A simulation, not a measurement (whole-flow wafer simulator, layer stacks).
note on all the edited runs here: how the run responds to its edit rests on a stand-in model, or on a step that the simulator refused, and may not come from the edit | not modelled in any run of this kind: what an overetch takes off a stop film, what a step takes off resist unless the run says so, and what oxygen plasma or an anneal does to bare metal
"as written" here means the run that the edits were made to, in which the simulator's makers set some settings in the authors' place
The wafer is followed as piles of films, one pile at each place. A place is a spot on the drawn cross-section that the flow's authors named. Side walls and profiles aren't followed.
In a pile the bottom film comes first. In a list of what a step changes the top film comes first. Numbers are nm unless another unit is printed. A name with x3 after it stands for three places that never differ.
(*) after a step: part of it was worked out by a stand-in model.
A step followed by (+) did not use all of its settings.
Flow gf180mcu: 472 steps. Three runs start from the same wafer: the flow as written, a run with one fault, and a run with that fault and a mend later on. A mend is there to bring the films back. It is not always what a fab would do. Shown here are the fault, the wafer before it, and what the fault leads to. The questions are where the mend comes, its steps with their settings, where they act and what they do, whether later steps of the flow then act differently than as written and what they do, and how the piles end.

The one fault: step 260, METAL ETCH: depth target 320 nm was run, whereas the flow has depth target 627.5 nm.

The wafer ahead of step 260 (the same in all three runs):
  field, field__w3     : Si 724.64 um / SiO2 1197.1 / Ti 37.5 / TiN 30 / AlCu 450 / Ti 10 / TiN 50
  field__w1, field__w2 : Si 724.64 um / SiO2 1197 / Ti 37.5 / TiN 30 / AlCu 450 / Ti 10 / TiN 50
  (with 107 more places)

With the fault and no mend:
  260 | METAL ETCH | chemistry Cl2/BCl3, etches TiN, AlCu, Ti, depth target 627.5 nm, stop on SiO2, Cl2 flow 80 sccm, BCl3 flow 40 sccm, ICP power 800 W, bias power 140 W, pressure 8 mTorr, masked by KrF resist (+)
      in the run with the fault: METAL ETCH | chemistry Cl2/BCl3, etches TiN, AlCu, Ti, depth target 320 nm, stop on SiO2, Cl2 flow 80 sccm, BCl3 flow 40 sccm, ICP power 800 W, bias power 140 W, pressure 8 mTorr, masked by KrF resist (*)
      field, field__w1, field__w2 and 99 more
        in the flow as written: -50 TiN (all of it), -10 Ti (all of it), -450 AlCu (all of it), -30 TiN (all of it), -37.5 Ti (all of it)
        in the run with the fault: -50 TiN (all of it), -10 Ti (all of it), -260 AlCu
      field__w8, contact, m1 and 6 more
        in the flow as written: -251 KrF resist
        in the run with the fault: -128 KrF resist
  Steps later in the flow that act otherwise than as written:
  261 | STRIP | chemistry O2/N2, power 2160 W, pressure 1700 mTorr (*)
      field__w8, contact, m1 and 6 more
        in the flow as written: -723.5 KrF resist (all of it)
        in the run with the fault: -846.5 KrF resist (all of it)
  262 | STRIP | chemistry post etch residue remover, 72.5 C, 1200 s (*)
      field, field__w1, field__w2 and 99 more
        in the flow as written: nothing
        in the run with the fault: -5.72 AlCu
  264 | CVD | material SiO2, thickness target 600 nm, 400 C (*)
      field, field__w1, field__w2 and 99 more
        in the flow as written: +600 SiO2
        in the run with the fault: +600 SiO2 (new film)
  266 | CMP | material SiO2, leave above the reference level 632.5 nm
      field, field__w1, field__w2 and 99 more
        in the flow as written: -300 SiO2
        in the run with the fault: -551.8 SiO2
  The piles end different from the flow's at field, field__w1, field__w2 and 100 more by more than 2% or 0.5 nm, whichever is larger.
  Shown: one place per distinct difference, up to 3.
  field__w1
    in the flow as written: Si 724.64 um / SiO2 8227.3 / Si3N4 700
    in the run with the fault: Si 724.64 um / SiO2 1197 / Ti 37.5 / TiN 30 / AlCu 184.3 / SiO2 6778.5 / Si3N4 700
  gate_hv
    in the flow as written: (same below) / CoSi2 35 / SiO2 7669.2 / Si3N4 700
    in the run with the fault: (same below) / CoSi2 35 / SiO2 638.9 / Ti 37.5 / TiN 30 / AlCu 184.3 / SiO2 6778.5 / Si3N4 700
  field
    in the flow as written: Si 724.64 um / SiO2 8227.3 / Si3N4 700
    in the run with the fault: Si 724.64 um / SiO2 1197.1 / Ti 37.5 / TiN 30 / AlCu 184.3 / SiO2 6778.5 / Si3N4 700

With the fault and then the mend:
  After step 262 comes the mend.
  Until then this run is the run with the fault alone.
  262a | DEHYDRATE | 200 C, 60 s (a further turn of the flow's step 253)
      alters no film at any place that is followed
  262b | HMDS | 120 C, 60 s (a further turn of the flow's step 254)
      alters no film at any place that is followed
  262c | COAT | KrF resist, thickness 1000 nm (*) (a further turn of the flow's step 255)
      iso_ptap_pw, iso_ntap_nw, iso_nw_fld and 33 more
        +1000 KrF resist (new film)
      field__w6, field_sub__w2, field_sub__w4 and 11 more
        +1002 KrF resist (new film)
      field__w5, field__w9, field__w10 and 9 more
        +1002.1 KrF resist (new film)
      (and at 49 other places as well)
  262d | SOFTBAKE | KrF resist (a further turn of the flow's step 256)
      alters no film at any place that is followed
  262e | EXPOSE | photomask Metal1 (a further turn of the flow's step 257)
      alters no film at any place that is followed
  262f | PEB | KrF resist, 135 C, 90 s (a further turn of the flow's step 258)
      field__w1, field__w2, field__w3 and 57 more
        -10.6 KrF resist
      iso_ptap_pw, iso_ntap_nw, iso_nw_fld and 33 more
        -10.5 KrF resist
      sd_p, gate_p, nw_sep_fld
        -10.7 KrF resist
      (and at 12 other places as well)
  262g | DEVELOP | thickness 1000 nm, 60 s (a further turn of the flow's step 259)
      iso_ptap_pw, iso_ntap_nw, iso_nw_fld and 33 more
        -989.5 KrF resist (all of it)
      field__w5, field__w9, field_sub and 15 more
        -991.6 KrF resist (all of it)
      field__w6, field__w10, field_sub__w2 and 14 more
        -991.5 KrF resist (all of it)
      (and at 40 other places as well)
  262h | METAL ETCH | chemistry Cl2/BCl3, etches TiN, AlCu, Ti, depth target 307.5 nm, stop on SiO2, Cl2 flow 80 sccm, BCl3 flow 40 sccm, ICP power 800 W, bias power 140 W, pressure 8 mTorr, masked by KrF resist (+) (a further turn of the flow's step 260, with different settings)
      field, field__w1, field__w2 and 99 more
        -184.3 AlCu (all of it), -30 TiN (all of it), -37.5 Ti (all of it)
      field__w8, contact, m1 and 6 more
        -123 KrF resist
  262i | STRIP | chemistry O2/N2, power 2160 W, pressure 1700 mTorr (*) (a further turn of the flow's step 261)
      field__w8, m1
        -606 KrF resist (all of it)
      contact
        -604.2 KrF resist (all of it)
      m1__w1
        -614.2 KrF resist (all of it)
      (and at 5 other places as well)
  262j | STRIP | chemistry post etch residue remover, 72.5 C, 1200 s (*) (a further turn of the flow's step 262)
      field__w8, contact, m1 and 6 more
        -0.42 TiN
  None of the later steps of the flow differs from how it acts as written, at any place that is followed, by more than 2% or 0.5 nm, whichever is larger.
  The piles end only slightly different from the flow's at the places that both follow, by no more than 2% or 0.5 nm, whichever is larger.
